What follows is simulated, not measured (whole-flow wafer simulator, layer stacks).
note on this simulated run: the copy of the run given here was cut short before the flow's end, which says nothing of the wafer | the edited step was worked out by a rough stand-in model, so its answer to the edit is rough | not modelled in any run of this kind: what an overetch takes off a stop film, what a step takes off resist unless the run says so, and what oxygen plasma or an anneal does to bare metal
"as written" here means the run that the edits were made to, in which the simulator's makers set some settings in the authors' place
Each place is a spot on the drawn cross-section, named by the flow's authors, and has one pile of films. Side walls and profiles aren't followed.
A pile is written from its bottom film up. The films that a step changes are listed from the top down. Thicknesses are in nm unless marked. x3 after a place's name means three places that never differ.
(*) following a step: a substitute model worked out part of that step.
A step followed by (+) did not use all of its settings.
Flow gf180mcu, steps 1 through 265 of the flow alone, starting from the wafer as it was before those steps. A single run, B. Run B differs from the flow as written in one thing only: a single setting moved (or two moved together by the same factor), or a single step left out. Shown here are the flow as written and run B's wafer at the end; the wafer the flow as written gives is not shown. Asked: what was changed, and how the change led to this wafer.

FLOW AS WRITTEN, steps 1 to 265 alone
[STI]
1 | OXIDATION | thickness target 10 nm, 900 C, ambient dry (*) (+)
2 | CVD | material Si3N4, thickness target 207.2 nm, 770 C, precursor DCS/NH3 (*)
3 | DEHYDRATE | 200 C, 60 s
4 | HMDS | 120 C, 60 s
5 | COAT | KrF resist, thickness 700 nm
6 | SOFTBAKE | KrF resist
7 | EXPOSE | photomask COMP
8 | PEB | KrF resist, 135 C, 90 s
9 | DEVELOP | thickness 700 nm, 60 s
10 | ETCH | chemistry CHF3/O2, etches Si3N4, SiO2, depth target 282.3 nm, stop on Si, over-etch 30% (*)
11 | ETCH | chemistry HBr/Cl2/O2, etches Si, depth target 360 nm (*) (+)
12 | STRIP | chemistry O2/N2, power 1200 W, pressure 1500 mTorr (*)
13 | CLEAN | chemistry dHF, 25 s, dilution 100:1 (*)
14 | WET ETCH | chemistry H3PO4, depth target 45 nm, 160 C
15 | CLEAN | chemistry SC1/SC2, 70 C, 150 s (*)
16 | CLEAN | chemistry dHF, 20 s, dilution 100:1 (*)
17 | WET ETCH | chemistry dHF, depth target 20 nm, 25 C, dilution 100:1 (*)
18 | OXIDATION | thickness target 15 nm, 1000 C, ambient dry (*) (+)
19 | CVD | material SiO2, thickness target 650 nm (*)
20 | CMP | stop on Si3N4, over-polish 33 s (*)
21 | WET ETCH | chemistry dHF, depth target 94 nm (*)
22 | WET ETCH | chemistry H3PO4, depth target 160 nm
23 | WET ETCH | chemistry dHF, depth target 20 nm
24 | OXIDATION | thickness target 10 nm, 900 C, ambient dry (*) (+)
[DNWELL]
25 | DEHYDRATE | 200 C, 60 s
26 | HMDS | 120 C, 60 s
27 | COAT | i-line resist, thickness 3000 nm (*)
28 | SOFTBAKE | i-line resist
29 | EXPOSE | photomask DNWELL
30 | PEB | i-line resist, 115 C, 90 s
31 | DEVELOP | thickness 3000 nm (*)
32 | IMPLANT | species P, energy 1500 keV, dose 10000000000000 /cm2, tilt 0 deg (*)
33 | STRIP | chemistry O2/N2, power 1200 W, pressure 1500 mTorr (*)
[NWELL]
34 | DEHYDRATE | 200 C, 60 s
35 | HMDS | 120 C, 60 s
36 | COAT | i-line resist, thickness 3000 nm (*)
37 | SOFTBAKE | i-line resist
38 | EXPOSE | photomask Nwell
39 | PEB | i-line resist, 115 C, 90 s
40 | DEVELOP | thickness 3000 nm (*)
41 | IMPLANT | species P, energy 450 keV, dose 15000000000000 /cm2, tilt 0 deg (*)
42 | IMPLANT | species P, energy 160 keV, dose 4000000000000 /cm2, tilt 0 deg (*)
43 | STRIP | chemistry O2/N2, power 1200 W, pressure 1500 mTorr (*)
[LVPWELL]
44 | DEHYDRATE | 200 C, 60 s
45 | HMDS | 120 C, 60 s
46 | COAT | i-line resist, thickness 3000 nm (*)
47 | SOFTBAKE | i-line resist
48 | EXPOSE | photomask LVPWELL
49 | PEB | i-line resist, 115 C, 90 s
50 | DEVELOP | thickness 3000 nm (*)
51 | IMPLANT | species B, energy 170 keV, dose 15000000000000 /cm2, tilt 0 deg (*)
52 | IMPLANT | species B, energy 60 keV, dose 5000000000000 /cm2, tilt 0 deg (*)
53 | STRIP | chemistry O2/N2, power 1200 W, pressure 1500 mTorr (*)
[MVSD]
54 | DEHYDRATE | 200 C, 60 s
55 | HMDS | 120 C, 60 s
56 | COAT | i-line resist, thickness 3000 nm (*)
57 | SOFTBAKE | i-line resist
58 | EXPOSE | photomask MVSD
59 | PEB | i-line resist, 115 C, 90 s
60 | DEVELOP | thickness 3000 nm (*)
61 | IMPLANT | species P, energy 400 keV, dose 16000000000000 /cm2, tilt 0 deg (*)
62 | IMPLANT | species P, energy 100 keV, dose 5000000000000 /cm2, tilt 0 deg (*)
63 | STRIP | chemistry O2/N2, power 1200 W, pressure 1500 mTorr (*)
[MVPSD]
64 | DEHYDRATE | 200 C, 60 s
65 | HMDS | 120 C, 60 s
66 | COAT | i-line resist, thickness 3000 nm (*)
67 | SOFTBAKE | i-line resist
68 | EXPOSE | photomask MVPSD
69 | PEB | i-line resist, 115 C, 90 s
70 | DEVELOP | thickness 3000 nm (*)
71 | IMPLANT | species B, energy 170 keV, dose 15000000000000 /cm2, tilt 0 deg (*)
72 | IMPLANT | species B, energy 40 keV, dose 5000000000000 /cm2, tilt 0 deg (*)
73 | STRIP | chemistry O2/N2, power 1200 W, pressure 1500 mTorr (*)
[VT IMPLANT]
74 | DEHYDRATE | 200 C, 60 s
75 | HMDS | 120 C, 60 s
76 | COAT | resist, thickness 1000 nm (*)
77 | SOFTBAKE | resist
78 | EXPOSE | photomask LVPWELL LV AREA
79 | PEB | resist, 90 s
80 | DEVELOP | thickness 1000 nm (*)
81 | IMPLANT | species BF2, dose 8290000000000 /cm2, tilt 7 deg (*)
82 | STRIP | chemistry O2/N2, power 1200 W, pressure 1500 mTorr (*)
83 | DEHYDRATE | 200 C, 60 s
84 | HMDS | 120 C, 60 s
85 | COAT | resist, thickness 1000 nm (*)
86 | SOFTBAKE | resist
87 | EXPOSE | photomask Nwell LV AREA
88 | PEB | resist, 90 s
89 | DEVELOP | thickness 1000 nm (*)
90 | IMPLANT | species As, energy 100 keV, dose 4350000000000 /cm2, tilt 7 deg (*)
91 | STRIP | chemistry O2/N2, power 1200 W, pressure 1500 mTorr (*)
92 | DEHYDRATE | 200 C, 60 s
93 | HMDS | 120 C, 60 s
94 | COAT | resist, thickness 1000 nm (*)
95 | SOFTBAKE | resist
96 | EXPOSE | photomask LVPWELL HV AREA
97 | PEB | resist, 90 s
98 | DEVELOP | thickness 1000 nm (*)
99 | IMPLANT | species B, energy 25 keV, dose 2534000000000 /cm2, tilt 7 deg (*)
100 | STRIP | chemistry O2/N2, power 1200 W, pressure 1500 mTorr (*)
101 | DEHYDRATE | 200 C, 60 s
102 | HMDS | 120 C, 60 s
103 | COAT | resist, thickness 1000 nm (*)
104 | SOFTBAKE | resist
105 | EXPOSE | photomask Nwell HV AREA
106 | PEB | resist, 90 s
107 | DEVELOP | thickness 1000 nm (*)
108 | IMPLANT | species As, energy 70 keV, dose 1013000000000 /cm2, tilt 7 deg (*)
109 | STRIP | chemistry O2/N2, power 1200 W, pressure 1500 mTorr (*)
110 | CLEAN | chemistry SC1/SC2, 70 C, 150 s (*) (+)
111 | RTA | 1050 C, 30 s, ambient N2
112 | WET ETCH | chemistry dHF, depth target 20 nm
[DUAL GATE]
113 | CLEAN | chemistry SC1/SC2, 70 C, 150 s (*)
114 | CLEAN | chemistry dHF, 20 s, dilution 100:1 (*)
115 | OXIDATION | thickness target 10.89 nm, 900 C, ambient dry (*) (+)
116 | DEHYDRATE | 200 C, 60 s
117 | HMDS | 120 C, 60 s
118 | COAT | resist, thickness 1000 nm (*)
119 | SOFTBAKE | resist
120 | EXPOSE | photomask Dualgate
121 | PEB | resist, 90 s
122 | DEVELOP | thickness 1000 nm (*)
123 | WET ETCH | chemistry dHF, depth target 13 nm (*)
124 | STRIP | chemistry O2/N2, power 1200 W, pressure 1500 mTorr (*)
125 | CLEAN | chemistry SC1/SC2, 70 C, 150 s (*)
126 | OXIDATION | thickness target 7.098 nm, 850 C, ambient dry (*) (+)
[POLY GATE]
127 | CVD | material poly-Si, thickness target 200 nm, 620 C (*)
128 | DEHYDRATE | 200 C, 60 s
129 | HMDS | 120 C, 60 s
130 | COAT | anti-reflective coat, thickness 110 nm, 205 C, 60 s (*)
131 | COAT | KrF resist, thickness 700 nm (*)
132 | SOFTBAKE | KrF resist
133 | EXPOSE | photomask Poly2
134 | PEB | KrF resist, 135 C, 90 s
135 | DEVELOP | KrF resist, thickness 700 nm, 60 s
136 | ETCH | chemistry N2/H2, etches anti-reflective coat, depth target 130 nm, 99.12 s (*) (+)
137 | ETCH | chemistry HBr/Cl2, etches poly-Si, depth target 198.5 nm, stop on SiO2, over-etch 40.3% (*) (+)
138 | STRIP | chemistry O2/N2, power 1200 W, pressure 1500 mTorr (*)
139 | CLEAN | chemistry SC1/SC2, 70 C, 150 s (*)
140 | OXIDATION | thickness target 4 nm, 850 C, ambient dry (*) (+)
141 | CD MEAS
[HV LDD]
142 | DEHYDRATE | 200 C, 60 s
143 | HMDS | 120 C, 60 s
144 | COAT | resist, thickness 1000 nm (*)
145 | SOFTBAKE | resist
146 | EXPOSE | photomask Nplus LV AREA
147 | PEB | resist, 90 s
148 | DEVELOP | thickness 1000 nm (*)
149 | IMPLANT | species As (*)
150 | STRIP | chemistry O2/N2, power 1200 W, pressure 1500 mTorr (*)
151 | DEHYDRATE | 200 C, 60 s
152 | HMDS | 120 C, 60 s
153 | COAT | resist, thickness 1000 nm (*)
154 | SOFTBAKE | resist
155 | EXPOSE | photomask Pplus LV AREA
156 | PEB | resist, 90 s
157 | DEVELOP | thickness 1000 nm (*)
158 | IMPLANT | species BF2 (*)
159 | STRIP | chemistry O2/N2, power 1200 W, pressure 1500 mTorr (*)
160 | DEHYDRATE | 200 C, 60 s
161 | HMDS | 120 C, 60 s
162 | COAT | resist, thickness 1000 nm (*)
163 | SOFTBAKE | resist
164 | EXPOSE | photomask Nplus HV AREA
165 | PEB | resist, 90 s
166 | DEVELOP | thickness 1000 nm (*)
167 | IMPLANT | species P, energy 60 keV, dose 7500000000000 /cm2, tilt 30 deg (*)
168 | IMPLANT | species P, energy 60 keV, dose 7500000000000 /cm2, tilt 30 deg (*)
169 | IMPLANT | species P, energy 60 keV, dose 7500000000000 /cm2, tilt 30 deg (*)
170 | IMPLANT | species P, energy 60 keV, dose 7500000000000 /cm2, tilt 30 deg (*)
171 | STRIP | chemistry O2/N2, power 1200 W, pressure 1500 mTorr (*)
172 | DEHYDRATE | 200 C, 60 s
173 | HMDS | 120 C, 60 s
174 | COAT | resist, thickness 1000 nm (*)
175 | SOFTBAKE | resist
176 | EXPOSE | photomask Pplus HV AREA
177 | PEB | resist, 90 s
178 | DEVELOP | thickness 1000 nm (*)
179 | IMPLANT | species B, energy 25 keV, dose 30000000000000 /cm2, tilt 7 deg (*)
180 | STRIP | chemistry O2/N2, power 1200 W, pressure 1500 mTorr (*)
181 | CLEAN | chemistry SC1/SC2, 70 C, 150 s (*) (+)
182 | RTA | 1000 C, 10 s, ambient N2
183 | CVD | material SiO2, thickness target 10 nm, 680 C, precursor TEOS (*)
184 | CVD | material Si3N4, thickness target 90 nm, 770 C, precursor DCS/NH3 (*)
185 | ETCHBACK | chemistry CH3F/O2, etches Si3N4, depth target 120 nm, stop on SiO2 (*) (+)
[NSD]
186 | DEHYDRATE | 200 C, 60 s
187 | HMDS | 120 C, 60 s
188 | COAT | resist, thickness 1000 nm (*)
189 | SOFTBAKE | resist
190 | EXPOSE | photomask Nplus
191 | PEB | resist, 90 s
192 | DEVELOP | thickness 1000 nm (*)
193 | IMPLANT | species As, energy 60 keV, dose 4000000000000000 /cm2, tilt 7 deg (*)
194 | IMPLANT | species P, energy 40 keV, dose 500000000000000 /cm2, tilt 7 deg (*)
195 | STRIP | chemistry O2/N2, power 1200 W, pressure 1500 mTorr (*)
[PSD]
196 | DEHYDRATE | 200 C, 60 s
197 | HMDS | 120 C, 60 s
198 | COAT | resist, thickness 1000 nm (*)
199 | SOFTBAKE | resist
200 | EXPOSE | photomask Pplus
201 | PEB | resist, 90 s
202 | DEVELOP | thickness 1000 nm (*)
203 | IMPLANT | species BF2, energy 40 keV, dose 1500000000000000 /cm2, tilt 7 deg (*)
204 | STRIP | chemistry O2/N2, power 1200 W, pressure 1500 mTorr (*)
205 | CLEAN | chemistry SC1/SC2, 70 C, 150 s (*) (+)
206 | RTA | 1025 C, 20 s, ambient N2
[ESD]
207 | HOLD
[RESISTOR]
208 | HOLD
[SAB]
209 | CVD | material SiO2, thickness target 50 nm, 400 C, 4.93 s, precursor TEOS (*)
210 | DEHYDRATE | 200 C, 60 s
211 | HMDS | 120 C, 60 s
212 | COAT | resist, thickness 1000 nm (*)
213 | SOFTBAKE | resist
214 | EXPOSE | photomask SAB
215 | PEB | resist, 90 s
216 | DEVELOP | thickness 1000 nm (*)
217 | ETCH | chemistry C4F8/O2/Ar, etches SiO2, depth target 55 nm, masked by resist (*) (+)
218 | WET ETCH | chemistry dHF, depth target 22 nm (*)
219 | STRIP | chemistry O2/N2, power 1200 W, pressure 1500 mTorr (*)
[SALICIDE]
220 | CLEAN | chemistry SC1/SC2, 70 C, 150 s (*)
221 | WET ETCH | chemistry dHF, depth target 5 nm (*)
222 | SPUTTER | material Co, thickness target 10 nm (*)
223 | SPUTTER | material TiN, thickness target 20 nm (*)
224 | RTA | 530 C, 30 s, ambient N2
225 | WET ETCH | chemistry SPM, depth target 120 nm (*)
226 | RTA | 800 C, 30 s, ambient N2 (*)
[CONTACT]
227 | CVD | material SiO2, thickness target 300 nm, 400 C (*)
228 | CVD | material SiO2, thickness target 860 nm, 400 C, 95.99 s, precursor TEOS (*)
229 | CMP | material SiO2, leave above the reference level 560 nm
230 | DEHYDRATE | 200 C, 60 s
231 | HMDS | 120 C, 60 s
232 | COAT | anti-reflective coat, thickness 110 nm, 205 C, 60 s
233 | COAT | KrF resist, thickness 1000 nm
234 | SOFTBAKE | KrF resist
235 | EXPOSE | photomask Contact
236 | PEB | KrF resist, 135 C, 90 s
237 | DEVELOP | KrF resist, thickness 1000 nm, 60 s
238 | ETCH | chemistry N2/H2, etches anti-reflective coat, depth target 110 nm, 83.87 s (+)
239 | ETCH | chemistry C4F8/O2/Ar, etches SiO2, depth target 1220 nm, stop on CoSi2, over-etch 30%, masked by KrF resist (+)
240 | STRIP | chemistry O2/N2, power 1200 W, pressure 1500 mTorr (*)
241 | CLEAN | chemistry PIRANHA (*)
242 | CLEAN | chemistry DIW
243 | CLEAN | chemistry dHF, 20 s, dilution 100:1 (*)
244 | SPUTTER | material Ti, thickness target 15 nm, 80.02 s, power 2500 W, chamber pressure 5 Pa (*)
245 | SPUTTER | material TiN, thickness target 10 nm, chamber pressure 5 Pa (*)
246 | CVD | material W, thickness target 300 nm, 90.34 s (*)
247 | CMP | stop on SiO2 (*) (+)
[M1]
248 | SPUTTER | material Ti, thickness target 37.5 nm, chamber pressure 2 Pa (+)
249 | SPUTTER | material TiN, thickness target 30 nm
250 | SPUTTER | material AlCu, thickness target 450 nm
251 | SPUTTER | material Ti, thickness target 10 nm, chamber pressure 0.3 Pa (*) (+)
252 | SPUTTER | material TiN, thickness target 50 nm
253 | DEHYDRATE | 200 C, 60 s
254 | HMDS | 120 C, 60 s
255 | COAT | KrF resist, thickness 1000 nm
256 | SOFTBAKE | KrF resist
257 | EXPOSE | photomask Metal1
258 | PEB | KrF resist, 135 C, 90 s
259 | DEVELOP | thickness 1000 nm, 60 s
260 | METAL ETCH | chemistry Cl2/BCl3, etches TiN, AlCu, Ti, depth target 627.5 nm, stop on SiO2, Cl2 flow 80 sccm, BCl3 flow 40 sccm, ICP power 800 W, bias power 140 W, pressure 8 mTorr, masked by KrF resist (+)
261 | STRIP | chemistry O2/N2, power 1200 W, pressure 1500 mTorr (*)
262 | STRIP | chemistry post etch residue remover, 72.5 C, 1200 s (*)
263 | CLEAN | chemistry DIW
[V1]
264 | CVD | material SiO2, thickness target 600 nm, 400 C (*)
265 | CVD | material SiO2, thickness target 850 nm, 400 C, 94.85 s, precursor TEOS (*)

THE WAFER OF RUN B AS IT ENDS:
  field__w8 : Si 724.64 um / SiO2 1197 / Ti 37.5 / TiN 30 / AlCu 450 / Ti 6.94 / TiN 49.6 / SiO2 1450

The reason: step 251, SPUTTER: thickness target 6.94 nm was run, whereas the flow has thickness target 10 nm.
One can read it off the wafer: field__w8 has Ti 6.94, and step 251 as written asks for 10 nm.

How this came from the change, step by step:
  251 | SPUTTER | material Ti, thickness target 10 nm, chamber pressure 0.3 Pa (*) (+)
      field, field__w1, field__w2 and 108 more: Ti gains 6.94 (new film) (as written it would have been: Ti gains 10 (new film))
  260 | METAL ETCH | chemistry Cl2/BCl3, etches TiN, AlCu, Ti, depth target 627.5 nm, stop on SiO2, Cl2 flow 80 sccm, BCl3 flow 40 sccm, ICP power 800 W, bias power 140 W, pressure 8 mTorr, masked by KrF resist (+)
      field, field__w1, field__w2 and 99 more: TiN loses 50 (all of it), Ti loses 6.94 (all of it), AlCu loses 450 (all of it), TiN loses 30 (all of it), Ti loses 37.5 (all of it) (as written it would have been: TiN loses 50 (all of it), Ti loses 10 (all of it), AlCu loses 450 (all of it), TiN loses 30 (all of it), Ti loses 37.5 (all of it))
